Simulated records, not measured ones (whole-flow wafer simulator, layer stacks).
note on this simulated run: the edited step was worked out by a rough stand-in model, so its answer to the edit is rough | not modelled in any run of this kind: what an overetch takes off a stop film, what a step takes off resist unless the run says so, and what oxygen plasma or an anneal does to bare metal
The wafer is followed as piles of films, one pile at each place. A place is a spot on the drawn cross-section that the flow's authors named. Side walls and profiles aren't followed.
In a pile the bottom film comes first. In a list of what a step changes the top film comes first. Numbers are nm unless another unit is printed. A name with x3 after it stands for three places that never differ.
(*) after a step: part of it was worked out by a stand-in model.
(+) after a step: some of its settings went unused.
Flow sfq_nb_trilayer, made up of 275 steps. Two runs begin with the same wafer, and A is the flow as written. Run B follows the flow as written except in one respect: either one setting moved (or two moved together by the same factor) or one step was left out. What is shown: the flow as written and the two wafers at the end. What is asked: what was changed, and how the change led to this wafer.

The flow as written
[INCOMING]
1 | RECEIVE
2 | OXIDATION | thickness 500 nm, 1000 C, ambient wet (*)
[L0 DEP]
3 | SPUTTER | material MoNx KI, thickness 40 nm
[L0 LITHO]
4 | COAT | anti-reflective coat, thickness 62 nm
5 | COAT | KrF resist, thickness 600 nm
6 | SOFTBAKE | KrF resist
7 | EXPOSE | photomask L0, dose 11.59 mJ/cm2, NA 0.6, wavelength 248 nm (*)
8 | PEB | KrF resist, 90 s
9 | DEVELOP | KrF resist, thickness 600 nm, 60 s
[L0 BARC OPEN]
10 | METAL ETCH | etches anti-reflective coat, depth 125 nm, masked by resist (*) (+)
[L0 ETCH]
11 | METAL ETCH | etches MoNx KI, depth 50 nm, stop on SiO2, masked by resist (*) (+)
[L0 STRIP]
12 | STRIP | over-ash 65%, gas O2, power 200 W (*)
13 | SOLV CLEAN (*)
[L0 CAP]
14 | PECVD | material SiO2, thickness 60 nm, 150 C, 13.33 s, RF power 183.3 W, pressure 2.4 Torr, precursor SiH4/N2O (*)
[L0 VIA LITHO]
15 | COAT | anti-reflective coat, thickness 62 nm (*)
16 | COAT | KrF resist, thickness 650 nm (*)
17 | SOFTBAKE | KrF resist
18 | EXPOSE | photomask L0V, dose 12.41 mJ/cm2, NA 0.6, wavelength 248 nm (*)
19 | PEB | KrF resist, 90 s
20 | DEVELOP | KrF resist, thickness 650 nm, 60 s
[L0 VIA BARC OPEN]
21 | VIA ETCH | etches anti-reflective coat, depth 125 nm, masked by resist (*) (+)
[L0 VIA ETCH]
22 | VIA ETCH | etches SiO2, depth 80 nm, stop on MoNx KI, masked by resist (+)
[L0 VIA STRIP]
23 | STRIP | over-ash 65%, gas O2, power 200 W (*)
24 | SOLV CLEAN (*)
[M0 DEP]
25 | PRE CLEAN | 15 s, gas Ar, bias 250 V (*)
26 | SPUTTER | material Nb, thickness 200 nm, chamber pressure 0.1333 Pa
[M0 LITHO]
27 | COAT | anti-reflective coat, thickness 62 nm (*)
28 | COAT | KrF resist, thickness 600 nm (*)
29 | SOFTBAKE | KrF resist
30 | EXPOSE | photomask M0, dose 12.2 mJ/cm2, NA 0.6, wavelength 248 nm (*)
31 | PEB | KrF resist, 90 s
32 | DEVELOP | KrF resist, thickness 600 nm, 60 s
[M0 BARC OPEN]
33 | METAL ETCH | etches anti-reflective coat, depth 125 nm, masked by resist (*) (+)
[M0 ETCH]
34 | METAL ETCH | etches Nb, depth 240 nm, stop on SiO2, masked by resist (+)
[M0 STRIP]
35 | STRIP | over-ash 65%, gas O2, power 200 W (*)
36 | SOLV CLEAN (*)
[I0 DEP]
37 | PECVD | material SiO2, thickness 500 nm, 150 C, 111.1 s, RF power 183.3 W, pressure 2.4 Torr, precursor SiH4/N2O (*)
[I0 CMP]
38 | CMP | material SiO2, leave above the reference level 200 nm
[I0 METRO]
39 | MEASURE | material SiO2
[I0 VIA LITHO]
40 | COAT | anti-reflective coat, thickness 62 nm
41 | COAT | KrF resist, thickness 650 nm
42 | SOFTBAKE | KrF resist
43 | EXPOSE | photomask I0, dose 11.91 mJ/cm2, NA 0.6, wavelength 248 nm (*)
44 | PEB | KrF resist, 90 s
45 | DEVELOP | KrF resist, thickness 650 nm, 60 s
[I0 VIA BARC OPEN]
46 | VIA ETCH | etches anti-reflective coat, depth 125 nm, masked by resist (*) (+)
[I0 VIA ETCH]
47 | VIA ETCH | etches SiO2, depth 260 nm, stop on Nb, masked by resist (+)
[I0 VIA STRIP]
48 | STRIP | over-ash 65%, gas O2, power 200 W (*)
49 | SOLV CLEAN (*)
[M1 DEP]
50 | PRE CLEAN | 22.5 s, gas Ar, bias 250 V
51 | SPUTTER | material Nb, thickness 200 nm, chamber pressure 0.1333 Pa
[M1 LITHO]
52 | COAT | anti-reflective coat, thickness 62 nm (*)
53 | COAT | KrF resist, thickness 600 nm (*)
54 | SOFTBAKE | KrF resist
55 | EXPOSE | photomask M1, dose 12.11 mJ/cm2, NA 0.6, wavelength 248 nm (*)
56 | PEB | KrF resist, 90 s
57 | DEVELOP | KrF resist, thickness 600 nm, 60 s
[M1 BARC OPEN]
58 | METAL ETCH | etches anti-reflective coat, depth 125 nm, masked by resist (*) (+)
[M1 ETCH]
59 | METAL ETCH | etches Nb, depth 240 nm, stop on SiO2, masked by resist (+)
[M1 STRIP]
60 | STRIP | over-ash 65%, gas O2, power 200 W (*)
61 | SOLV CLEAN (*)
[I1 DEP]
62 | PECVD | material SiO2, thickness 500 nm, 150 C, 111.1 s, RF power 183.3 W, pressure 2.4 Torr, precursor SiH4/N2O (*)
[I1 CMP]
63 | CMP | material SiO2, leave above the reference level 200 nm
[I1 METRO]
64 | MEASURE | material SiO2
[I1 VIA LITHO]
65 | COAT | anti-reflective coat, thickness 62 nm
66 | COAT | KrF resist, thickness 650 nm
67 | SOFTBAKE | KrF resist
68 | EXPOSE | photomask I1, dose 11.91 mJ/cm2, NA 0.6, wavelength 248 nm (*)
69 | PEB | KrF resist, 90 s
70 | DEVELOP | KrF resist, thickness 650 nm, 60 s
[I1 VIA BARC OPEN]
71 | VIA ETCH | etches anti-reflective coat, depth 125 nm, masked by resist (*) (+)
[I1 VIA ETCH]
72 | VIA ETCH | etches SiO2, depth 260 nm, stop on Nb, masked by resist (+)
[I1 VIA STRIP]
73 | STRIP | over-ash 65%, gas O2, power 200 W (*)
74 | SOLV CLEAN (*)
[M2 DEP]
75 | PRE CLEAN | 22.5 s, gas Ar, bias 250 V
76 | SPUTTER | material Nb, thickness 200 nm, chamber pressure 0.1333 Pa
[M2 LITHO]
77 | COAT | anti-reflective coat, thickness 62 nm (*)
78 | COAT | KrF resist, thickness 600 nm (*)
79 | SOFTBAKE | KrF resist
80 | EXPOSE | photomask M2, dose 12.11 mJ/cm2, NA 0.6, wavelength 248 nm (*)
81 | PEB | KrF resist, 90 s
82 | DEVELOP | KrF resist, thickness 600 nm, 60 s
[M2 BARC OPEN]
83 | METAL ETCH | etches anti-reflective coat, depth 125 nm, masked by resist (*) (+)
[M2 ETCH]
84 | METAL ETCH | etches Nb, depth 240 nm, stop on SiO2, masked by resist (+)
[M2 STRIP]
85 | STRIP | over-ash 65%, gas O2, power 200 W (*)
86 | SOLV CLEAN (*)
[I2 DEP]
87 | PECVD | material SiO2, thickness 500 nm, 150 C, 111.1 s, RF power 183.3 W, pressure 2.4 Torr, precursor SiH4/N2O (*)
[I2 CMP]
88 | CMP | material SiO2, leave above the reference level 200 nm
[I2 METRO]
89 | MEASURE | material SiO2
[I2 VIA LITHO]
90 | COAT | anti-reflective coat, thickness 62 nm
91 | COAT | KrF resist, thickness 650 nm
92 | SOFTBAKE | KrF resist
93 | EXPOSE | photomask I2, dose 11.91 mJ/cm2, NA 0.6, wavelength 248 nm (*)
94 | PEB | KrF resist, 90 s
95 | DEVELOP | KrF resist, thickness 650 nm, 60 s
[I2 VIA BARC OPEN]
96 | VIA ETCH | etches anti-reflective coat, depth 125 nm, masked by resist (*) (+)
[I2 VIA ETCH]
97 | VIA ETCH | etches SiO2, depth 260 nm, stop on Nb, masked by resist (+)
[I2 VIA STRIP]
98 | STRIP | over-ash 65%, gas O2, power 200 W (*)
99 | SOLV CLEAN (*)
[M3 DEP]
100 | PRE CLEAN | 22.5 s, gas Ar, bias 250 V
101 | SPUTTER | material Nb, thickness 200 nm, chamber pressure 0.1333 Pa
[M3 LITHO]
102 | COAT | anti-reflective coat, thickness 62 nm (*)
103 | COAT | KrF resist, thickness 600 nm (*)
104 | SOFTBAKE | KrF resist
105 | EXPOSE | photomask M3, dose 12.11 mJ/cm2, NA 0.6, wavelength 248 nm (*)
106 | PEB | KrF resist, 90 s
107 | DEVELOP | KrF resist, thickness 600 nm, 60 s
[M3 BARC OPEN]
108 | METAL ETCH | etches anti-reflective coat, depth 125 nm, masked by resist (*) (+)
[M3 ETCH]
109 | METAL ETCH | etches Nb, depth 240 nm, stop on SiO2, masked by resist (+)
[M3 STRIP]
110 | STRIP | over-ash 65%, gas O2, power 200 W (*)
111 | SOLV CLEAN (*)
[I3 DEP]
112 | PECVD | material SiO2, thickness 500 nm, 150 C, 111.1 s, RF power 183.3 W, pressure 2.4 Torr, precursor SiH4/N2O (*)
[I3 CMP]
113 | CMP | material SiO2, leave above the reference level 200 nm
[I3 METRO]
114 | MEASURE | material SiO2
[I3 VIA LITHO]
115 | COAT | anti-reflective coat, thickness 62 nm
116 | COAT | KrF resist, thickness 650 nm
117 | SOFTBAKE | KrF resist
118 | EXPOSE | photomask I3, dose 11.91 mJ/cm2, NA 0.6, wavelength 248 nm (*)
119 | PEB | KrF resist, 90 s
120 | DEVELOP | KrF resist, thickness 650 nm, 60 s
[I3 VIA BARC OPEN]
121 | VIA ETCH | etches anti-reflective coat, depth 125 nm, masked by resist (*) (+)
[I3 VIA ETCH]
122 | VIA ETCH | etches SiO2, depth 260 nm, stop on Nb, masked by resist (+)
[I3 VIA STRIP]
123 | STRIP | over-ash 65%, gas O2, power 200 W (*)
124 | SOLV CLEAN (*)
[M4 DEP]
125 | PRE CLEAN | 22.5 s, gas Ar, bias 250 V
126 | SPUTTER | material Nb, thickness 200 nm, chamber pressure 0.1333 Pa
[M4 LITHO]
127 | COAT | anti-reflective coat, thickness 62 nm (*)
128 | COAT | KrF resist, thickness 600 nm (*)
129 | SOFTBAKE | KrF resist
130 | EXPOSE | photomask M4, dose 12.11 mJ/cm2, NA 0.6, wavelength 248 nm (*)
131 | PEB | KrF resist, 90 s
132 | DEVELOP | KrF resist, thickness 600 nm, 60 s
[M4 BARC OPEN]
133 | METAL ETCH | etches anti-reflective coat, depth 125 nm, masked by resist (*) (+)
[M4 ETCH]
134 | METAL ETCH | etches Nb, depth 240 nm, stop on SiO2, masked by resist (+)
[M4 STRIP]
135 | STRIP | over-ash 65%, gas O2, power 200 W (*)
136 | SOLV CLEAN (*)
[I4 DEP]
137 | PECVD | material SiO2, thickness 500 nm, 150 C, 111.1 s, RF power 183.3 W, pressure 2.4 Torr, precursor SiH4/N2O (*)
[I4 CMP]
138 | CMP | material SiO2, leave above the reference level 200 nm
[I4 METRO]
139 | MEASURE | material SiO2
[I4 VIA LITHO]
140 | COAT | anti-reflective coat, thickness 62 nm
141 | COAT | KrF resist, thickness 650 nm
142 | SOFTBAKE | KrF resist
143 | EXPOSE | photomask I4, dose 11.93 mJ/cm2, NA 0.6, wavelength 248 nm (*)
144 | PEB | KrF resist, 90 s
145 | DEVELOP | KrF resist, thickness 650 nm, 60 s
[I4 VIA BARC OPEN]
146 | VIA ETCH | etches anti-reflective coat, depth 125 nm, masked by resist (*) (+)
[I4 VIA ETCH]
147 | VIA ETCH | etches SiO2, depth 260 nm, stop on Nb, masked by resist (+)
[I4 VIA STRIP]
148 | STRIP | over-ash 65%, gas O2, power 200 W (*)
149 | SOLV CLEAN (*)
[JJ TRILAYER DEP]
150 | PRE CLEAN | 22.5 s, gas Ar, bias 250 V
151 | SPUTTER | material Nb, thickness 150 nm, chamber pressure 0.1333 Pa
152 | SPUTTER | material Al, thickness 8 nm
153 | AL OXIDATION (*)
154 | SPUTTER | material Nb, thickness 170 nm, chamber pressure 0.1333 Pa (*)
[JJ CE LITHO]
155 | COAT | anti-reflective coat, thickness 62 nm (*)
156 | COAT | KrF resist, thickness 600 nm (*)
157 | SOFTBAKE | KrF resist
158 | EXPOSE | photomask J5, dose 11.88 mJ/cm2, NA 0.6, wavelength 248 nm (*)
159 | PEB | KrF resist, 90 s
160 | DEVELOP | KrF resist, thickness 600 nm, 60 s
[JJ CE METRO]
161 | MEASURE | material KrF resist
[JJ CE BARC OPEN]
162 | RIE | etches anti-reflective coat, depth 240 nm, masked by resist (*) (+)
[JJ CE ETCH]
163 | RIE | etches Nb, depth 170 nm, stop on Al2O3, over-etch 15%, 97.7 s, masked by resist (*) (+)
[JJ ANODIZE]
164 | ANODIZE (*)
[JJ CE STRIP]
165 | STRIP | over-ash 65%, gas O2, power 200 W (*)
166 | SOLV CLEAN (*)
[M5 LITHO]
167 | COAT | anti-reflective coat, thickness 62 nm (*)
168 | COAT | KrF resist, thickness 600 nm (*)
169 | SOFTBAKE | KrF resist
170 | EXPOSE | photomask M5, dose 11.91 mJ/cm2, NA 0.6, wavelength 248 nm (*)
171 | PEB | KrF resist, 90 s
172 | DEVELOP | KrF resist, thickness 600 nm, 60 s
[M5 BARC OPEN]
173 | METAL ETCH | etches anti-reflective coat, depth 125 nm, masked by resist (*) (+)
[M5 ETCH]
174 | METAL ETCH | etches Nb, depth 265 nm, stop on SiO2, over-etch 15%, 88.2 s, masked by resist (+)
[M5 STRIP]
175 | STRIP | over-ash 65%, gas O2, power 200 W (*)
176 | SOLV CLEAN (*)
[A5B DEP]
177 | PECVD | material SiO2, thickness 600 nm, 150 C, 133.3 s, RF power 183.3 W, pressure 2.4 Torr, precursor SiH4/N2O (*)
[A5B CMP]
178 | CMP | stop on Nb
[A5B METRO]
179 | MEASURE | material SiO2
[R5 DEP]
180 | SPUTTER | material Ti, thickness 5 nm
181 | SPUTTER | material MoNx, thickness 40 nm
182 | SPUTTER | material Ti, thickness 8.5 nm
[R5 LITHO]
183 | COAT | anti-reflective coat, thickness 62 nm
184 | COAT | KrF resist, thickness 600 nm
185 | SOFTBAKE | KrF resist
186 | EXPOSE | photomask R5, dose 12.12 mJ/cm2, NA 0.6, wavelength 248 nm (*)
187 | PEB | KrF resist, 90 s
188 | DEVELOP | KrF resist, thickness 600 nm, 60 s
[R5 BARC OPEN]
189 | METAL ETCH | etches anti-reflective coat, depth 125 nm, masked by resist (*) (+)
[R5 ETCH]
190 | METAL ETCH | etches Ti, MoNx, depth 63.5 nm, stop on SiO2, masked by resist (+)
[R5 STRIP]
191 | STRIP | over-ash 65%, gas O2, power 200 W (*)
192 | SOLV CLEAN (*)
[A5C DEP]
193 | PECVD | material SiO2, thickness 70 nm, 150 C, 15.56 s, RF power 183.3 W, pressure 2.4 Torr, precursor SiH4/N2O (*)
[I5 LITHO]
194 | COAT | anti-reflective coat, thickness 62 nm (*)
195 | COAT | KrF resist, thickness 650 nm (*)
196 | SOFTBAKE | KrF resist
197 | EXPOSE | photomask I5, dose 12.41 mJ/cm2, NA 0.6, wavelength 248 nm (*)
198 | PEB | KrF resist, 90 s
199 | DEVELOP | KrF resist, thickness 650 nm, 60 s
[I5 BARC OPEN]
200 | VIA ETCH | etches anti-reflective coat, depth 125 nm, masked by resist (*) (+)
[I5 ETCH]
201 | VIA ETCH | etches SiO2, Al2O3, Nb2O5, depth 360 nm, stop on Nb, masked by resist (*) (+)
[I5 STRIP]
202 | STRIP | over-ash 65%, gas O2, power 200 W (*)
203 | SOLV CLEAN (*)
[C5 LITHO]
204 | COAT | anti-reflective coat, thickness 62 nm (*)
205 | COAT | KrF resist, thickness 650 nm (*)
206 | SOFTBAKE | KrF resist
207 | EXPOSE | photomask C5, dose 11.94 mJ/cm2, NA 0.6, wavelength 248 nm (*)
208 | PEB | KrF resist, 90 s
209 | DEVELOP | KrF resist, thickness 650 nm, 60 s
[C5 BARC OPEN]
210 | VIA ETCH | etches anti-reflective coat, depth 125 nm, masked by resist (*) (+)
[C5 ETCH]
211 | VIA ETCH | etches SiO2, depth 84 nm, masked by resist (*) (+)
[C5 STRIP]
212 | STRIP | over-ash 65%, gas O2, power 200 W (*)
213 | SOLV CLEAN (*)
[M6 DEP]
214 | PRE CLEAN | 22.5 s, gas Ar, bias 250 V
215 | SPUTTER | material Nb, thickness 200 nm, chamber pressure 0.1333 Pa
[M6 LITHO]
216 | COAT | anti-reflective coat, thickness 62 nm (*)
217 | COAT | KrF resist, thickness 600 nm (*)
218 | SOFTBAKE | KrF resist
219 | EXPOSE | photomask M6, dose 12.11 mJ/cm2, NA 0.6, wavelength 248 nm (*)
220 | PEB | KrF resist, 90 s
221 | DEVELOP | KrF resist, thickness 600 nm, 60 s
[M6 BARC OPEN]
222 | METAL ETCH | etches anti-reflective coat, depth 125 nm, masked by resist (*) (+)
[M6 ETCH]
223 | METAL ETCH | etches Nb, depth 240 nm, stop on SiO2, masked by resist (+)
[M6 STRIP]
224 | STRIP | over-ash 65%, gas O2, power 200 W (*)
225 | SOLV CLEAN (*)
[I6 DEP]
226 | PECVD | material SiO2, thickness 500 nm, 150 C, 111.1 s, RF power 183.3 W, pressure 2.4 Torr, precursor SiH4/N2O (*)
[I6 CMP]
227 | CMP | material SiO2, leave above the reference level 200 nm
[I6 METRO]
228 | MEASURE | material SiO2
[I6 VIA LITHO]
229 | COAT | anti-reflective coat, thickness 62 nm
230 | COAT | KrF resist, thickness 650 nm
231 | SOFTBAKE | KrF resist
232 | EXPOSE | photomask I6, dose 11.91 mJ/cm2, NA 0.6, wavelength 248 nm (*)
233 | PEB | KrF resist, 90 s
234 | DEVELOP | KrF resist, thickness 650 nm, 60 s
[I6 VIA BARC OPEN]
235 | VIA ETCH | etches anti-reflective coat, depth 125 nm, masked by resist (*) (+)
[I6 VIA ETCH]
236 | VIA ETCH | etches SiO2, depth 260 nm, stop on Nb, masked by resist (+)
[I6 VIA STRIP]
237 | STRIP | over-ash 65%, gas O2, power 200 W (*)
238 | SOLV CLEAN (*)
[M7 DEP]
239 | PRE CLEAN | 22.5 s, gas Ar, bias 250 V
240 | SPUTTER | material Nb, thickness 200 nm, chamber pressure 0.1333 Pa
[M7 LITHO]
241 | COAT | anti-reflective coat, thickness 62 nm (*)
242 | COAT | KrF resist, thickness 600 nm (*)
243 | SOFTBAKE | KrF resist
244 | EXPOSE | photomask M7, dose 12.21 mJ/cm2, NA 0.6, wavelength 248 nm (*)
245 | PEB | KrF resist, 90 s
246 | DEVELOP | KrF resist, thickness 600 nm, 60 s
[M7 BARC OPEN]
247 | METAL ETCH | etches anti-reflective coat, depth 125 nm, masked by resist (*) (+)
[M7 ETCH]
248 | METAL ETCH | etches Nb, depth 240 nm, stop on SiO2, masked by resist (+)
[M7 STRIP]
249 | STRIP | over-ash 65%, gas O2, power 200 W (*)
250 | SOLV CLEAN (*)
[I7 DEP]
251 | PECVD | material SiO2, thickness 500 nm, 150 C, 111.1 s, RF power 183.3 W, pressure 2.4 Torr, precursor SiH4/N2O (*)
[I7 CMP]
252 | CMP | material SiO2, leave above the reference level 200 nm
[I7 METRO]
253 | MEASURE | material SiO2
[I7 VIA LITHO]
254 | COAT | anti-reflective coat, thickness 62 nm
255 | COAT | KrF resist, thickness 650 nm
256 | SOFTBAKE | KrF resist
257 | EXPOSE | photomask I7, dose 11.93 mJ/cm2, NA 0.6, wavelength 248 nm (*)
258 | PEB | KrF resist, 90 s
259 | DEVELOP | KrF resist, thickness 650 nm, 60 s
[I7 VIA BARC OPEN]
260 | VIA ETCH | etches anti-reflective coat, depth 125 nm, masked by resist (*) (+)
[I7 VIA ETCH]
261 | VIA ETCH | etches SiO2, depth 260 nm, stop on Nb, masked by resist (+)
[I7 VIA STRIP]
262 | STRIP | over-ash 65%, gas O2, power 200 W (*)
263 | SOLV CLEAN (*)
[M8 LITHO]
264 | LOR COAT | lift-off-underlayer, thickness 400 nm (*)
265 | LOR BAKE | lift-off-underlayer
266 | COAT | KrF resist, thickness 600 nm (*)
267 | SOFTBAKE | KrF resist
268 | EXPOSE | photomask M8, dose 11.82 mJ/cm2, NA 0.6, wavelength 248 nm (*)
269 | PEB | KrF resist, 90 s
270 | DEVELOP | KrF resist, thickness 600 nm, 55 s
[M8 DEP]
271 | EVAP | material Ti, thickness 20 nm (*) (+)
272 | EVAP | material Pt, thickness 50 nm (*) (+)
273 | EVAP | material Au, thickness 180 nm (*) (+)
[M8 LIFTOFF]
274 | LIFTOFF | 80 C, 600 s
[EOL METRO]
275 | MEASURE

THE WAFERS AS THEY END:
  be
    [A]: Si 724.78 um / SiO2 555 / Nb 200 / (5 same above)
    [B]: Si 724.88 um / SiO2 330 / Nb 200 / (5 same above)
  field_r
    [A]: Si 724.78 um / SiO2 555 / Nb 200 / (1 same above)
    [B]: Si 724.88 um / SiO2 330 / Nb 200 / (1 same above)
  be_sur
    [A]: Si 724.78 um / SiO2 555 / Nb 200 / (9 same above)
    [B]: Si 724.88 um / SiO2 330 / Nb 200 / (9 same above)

The reason: step 2, OXIDATION: thickness 275 nm was run, whereas the flow has thickness 500 nm.

The path from the change to this, step by step:
  2 | OXIDATION | thickness 500 nm, 1000 C, ambient wet (*)
      field_l, v_sur, via_wl and 103 more: A +500 SiO2 (new film), -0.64 chemical SiO2 (all of it), -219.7 Si | B +275 SiO2 (new film), -0.64 chemical SiO2 (all of it), -120.7 Si
